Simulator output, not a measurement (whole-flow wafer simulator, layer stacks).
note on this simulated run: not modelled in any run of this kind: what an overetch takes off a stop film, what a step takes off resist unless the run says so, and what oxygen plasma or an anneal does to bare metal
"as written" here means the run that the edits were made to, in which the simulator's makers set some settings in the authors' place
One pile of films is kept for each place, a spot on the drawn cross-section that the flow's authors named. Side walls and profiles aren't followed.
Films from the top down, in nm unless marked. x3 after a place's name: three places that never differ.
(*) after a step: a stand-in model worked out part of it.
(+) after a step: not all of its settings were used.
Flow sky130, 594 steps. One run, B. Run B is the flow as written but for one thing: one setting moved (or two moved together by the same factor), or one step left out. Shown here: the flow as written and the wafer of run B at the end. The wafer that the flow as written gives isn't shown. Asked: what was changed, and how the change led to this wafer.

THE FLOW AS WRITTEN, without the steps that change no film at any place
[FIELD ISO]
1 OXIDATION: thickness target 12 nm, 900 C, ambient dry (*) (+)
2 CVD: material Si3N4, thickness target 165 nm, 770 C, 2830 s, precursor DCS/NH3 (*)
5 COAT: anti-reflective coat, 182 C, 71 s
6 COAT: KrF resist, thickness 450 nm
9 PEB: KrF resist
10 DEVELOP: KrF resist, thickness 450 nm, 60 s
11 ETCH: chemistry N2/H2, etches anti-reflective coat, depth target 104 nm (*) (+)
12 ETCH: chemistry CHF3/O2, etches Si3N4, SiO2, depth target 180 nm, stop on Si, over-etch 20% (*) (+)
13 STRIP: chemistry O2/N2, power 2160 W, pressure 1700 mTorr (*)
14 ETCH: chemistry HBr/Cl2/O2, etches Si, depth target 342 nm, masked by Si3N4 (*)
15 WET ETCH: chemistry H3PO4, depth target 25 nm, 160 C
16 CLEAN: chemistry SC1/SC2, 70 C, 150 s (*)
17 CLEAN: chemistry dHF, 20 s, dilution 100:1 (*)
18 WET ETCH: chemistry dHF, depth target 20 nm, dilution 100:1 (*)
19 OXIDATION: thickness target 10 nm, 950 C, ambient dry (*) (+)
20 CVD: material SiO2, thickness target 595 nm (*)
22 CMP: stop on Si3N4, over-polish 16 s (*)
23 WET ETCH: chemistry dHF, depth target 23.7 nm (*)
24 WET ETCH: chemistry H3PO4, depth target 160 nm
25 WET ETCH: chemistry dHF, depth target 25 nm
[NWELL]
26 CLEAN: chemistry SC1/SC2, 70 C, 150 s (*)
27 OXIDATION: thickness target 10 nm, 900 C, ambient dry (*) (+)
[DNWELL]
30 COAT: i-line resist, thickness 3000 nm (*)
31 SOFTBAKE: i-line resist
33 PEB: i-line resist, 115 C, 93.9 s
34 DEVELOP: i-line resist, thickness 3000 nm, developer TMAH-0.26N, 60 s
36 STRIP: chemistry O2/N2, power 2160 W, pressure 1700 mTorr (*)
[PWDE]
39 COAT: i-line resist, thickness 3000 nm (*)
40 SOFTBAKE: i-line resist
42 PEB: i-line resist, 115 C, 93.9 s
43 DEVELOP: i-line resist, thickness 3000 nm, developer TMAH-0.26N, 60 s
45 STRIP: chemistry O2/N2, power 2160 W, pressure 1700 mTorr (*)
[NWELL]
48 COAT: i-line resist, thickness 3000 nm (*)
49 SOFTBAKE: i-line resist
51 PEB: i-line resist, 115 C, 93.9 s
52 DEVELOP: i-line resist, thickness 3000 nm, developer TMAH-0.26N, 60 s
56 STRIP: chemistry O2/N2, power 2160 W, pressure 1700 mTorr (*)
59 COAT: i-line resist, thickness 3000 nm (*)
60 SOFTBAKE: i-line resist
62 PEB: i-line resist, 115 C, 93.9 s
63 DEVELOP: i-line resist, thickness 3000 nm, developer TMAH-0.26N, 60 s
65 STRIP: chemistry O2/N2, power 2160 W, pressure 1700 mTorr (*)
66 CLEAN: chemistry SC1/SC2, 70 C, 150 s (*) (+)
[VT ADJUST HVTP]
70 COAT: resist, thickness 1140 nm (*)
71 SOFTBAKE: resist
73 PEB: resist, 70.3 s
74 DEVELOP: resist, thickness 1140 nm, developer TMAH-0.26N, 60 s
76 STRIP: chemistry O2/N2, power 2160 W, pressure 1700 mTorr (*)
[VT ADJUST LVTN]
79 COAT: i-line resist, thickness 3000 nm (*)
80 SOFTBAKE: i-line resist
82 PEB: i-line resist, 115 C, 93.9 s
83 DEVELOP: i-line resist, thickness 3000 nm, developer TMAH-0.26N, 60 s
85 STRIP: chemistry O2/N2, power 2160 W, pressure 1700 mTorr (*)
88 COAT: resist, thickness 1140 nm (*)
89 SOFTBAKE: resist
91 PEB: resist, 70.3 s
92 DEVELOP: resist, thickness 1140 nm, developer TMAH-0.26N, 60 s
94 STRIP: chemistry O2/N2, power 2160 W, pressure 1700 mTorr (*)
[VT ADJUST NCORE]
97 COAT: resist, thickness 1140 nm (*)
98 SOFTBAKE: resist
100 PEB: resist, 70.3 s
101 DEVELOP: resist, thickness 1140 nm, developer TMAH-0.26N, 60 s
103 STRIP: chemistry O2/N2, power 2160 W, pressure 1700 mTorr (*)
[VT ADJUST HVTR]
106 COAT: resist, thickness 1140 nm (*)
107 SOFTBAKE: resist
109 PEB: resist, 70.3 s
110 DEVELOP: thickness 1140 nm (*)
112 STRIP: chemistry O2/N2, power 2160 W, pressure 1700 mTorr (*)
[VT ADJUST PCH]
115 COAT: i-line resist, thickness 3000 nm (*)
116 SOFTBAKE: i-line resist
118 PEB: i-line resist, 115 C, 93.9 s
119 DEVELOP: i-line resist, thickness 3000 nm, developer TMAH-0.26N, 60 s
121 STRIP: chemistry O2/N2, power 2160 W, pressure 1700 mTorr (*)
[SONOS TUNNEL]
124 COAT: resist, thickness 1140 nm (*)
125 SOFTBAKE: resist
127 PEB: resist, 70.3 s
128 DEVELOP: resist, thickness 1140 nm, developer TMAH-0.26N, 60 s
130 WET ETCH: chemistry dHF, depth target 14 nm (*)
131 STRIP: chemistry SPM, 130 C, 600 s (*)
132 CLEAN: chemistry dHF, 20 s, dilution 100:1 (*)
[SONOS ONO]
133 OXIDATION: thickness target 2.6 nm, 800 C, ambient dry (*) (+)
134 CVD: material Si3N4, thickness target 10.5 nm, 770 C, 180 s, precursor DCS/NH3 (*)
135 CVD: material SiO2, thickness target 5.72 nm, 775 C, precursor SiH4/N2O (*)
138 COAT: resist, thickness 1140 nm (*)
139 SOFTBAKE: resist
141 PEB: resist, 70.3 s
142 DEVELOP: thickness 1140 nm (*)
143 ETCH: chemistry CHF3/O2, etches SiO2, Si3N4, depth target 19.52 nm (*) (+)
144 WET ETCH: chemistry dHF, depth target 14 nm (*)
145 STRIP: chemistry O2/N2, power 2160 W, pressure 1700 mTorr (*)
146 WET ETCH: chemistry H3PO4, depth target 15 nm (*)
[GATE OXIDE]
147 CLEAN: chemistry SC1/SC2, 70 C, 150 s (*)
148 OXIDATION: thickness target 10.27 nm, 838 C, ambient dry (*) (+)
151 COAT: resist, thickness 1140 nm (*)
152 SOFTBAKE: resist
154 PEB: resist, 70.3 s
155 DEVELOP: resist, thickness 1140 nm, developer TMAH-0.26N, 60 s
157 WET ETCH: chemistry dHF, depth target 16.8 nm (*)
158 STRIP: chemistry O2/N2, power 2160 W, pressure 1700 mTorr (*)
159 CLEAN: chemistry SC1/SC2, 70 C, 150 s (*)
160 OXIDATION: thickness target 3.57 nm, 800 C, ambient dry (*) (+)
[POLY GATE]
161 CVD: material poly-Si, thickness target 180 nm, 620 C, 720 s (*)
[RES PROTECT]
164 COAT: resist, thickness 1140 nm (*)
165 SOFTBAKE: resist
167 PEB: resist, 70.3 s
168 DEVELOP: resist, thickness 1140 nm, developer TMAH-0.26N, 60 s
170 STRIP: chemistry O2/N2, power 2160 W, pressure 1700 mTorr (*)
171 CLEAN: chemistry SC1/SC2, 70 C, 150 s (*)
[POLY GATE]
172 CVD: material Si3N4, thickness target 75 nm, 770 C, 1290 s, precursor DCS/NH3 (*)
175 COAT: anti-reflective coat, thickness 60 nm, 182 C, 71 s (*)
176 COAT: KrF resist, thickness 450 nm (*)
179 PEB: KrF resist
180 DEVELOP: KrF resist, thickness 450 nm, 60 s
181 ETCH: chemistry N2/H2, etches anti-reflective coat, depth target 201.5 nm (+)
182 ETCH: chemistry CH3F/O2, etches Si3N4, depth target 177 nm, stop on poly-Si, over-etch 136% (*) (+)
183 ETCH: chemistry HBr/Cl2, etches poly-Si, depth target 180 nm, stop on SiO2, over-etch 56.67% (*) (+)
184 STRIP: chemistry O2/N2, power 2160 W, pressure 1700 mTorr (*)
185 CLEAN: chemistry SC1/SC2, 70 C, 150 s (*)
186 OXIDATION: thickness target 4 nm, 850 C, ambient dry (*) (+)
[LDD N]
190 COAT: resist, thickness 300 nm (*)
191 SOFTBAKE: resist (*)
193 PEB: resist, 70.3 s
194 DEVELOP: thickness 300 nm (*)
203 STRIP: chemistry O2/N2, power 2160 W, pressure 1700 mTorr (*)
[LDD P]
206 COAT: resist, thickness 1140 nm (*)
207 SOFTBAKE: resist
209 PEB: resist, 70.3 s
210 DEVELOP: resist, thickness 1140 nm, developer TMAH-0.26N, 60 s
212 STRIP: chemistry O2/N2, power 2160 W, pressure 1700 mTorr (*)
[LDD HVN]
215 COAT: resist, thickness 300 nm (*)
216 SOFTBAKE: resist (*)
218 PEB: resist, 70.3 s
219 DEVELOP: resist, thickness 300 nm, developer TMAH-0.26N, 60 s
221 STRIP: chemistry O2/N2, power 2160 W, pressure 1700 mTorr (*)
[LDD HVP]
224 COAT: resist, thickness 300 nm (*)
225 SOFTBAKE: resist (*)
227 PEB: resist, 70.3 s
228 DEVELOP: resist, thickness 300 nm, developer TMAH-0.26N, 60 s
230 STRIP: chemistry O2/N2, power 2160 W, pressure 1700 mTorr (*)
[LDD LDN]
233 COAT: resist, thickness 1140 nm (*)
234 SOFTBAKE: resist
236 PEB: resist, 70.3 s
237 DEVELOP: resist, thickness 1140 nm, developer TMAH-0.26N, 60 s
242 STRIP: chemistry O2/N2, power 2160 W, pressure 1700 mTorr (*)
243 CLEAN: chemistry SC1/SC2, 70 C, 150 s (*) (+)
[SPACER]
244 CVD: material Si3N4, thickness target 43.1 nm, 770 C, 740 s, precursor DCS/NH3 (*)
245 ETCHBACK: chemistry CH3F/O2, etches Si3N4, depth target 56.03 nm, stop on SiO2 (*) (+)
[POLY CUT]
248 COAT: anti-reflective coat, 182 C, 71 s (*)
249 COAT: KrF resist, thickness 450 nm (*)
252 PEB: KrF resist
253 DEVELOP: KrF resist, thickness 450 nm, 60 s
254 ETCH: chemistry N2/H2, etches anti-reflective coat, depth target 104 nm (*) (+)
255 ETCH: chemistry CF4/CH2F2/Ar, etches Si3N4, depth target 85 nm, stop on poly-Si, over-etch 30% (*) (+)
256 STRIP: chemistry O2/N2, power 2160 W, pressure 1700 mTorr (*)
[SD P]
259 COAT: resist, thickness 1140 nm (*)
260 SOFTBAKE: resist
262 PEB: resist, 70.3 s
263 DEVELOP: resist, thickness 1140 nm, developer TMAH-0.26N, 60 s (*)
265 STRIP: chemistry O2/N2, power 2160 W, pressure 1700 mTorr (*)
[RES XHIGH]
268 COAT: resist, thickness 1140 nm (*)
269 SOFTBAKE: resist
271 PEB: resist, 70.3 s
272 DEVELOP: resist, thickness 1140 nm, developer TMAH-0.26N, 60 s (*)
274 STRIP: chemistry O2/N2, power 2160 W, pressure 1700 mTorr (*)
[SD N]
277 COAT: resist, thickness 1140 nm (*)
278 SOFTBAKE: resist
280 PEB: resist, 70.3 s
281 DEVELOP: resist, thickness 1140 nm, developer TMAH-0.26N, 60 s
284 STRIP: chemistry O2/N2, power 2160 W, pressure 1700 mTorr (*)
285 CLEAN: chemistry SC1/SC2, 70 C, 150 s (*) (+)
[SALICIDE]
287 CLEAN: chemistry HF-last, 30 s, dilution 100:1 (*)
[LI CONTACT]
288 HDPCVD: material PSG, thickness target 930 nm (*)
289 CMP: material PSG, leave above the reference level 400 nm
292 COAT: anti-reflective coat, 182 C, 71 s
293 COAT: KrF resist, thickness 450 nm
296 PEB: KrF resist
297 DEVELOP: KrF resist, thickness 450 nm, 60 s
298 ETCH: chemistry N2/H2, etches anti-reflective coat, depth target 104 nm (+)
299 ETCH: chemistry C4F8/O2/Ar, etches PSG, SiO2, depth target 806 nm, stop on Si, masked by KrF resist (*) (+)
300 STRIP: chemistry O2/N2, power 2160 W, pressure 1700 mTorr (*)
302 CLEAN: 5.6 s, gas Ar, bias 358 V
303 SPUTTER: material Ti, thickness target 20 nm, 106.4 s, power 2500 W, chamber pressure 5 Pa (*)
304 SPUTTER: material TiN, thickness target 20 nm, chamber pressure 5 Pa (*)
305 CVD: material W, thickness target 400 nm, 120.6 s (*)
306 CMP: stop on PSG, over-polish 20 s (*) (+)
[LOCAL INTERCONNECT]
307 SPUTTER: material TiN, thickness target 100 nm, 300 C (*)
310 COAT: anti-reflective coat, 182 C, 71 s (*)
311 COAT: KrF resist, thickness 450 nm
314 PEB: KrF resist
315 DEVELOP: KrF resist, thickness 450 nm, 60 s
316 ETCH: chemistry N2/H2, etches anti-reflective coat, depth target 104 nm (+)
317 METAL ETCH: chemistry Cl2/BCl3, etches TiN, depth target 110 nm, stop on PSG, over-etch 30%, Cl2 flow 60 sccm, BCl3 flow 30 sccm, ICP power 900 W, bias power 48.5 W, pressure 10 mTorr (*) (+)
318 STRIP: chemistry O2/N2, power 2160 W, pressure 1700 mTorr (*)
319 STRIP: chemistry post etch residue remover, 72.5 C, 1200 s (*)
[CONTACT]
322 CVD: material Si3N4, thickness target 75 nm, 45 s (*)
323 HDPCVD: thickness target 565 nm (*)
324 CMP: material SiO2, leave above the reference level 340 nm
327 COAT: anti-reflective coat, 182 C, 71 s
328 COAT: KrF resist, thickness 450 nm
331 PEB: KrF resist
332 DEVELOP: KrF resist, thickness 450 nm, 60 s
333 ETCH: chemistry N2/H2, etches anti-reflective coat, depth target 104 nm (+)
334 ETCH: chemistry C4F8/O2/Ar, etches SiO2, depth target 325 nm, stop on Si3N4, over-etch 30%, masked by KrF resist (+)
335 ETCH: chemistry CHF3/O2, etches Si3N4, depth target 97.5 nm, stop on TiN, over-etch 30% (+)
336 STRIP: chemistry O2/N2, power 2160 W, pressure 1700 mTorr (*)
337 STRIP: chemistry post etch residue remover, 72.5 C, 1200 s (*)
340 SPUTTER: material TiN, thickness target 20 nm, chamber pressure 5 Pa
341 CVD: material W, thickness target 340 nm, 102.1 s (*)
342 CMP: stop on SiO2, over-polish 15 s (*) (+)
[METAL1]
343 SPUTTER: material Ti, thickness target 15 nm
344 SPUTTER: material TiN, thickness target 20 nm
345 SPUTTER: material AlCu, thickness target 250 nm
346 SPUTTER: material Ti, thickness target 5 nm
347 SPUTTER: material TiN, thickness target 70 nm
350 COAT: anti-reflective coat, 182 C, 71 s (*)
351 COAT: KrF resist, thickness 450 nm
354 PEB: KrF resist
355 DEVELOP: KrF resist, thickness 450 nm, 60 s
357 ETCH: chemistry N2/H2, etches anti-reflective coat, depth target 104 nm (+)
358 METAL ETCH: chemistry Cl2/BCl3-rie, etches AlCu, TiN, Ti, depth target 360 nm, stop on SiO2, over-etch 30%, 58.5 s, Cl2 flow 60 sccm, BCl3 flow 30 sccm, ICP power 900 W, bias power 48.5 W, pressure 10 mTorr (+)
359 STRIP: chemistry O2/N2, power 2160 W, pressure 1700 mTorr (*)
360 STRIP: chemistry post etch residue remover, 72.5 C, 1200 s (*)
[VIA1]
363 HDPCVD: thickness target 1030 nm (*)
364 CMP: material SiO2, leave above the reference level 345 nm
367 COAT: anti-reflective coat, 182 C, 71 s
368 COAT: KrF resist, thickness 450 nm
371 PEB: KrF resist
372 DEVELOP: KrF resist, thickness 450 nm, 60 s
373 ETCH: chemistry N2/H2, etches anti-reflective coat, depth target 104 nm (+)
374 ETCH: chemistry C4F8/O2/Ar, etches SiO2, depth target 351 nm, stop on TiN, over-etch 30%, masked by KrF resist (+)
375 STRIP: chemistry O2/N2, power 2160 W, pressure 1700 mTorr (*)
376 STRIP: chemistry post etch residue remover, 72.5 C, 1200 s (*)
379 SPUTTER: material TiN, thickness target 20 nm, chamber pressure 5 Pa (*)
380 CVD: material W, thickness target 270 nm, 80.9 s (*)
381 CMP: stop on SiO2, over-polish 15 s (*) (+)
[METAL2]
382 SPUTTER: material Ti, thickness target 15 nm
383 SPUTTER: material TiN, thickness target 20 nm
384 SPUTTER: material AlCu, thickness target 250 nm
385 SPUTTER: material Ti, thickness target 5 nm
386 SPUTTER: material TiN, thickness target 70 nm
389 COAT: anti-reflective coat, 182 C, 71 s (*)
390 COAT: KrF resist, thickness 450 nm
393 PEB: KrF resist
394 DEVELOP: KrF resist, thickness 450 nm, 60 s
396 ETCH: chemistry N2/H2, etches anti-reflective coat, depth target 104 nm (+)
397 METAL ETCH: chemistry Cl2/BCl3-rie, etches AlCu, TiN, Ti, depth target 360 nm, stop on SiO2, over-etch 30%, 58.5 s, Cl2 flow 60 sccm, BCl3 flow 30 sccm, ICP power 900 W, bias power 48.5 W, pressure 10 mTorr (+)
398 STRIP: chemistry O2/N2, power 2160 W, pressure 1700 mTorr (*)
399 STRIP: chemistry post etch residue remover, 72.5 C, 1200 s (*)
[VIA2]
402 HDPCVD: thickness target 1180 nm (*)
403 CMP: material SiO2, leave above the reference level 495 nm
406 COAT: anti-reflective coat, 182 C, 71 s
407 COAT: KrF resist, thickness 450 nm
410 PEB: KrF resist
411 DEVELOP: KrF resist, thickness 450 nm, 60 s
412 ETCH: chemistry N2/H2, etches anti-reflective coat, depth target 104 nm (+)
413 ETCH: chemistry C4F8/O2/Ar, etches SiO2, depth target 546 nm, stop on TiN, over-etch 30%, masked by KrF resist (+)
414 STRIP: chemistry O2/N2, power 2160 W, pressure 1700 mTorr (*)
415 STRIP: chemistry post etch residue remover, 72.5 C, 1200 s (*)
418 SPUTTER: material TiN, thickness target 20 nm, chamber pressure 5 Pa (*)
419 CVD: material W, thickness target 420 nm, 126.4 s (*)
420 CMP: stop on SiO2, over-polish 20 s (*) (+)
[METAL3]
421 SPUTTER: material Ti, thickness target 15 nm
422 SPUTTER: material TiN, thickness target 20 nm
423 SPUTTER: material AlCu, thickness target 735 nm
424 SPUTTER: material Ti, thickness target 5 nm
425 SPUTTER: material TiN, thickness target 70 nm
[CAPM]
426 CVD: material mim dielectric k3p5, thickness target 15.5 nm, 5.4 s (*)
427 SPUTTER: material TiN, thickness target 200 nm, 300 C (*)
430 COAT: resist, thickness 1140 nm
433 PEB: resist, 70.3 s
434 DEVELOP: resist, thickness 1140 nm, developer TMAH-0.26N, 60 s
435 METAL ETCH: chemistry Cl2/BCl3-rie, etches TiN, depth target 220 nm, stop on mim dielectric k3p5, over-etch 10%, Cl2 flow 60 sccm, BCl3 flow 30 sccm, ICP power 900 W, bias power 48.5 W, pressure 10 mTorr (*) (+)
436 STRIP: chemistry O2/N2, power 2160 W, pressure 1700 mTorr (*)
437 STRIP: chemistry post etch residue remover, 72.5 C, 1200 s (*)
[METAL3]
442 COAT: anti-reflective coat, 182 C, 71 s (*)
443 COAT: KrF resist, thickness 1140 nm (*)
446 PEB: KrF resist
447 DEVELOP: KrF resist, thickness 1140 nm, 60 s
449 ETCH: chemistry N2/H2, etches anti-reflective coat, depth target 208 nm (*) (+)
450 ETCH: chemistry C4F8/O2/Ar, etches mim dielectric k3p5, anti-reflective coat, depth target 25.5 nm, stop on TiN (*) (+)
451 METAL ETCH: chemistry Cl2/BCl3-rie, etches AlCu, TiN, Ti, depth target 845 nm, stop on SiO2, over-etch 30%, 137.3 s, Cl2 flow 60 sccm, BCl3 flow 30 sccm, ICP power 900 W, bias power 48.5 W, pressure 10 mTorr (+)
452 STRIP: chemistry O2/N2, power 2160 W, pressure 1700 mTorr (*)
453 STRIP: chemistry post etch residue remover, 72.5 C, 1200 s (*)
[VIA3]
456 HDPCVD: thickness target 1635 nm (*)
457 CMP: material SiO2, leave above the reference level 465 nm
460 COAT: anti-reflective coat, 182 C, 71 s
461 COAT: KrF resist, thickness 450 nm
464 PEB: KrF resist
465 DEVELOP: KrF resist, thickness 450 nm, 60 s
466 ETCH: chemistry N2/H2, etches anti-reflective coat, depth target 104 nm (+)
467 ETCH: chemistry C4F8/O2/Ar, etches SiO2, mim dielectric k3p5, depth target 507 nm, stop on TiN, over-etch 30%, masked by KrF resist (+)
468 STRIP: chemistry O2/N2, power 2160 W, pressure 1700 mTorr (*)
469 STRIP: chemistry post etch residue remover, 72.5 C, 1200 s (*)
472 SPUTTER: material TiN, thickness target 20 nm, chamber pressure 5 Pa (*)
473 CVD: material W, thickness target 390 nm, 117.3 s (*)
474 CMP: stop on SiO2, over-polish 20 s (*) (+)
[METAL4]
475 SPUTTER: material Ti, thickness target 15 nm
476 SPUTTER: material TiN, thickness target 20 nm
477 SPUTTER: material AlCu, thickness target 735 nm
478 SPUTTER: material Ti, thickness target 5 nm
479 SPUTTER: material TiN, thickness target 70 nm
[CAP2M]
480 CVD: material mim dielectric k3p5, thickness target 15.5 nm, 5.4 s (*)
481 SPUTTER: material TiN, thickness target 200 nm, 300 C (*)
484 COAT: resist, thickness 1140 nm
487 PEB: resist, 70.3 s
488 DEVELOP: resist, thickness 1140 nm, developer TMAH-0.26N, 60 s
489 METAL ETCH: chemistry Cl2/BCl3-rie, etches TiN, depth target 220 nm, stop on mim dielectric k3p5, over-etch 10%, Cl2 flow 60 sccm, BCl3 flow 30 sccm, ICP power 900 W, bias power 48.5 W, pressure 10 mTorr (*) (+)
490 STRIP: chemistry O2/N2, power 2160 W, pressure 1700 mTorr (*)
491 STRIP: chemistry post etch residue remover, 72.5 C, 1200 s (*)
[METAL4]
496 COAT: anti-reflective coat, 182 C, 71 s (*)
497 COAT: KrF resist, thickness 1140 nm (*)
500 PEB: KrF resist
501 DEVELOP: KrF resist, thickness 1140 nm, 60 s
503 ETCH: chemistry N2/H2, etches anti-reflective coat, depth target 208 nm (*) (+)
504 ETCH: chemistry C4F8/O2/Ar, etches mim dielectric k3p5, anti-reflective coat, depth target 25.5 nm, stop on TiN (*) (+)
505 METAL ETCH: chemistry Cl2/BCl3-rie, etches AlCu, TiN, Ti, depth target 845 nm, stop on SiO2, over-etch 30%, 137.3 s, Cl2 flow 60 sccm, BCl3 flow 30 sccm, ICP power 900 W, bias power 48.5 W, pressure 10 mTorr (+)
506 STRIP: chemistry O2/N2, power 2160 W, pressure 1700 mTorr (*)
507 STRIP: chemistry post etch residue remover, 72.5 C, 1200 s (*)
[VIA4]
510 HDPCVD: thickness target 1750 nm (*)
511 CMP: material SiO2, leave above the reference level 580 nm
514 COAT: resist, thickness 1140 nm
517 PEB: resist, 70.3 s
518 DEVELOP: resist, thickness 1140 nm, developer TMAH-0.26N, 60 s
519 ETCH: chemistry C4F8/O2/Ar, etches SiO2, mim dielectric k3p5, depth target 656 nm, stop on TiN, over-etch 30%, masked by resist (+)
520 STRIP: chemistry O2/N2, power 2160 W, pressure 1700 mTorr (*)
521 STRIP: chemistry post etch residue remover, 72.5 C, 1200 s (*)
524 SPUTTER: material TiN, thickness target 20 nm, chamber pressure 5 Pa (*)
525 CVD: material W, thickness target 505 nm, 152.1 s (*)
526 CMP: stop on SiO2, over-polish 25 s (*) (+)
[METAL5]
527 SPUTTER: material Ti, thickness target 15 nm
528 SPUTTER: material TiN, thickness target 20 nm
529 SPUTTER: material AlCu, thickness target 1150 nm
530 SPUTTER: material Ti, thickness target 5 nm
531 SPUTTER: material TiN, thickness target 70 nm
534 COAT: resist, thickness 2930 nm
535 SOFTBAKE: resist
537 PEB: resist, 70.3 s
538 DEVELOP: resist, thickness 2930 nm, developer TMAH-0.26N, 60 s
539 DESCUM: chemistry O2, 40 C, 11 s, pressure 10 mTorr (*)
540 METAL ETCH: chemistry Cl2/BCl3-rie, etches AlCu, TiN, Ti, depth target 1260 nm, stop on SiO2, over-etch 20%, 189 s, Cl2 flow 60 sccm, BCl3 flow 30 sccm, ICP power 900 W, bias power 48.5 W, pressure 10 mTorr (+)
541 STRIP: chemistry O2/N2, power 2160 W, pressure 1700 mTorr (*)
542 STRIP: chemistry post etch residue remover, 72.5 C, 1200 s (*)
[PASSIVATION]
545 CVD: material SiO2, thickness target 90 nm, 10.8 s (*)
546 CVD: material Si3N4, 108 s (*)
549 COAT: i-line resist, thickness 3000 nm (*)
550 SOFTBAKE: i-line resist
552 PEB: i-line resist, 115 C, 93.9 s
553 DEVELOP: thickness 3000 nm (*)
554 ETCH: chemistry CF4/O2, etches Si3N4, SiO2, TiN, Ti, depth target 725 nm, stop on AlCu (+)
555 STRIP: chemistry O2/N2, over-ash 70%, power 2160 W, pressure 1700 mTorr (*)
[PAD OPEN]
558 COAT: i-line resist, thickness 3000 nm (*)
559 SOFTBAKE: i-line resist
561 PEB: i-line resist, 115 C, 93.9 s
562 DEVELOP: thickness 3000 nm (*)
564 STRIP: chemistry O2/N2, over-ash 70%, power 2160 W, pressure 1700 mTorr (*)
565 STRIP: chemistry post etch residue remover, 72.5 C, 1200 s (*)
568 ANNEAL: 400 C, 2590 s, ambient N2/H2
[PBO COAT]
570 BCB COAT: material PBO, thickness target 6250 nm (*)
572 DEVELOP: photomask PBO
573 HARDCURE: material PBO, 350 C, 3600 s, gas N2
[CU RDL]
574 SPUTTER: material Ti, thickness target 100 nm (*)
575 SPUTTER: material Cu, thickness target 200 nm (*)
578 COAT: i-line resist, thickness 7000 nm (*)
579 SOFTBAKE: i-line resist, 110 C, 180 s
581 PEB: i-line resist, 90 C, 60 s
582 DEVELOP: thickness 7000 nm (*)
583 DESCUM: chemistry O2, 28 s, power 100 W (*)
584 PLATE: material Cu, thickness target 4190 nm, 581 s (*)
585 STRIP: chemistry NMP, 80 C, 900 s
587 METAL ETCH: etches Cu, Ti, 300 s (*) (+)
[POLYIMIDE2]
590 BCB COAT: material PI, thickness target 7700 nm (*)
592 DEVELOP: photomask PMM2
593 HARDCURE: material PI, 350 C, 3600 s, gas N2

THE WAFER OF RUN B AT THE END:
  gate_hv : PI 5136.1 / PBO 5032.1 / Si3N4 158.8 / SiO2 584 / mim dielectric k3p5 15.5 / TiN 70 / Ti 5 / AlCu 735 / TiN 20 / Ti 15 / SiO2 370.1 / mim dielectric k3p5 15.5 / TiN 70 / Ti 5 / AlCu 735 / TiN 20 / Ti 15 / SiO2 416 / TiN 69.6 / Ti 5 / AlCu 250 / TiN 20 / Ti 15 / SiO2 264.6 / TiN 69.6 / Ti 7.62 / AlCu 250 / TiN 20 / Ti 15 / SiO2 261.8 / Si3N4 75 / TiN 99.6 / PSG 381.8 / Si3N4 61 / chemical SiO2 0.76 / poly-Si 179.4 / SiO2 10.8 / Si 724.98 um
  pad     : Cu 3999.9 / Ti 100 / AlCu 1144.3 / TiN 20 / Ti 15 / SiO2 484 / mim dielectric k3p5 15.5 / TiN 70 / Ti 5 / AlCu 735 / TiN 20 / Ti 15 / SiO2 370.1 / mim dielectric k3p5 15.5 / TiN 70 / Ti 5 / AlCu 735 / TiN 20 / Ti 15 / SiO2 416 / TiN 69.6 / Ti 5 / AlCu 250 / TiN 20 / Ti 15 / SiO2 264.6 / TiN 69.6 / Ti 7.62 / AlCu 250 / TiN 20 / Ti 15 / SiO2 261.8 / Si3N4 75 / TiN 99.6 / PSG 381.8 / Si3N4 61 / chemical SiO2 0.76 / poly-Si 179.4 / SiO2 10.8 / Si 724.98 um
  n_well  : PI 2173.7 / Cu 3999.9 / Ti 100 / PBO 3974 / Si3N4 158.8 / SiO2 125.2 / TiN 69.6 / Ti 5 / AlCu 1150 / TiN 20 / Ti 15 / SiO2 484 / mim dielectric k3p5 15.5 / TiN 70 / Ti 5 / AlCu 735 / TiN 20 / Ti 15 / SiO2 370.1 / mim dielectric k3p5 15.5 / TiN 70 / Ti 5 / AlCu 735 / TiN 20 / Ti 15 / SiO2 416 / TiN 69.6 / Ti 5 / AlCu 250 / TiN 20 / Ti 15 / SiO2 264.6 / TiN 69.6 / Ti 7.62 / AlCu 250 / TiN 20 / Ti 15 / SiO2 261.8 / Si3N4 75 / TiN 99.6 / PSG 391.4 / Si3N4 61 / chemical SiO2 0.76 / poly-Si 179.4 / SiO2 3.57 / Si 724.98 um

The cause: step 346, SPUTTER: thickness target 7.62 nm was run, where the flow has thickness target 5 nm.
It can be read off the wafer: gate_hv has Ti 7.62, and step 346 as written asks for 5 nm.

How the change led to this, step by step:
  346 SPUTTER: material Ti, thickness target 5 nm
      field, active, n_well and 188 more: Ti +7.62 (new film) (as written it would be: Ti +5 (new film))
  358 METAL ETCH: chemistry Cl2/BCl3-rie, etches AlCu, TiN, Ti, depth target 360 nm, stop on SiO2, over-etch 30%, 58.5 s, Cl2 flow 60 sccm, BCl3 flow 30 sccm, ICP power 900 W, bias power 48.5 W, pressure 10 mTorr (+)
      field, active, gate and 81 more: TiN -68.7 (all of it), Ti -7.62 (all of it), AlCu -250 (all of it), TiN -20 (all of it), Ti -15 (all of it), SiO2 -10.7 (as written it would be: TiN -68.7 (all of it), Ti -5 (all of it), AlCu -250 (all of it), TiN -20 (all of it), Ti -15 (all of it), SiO2 -10.9)
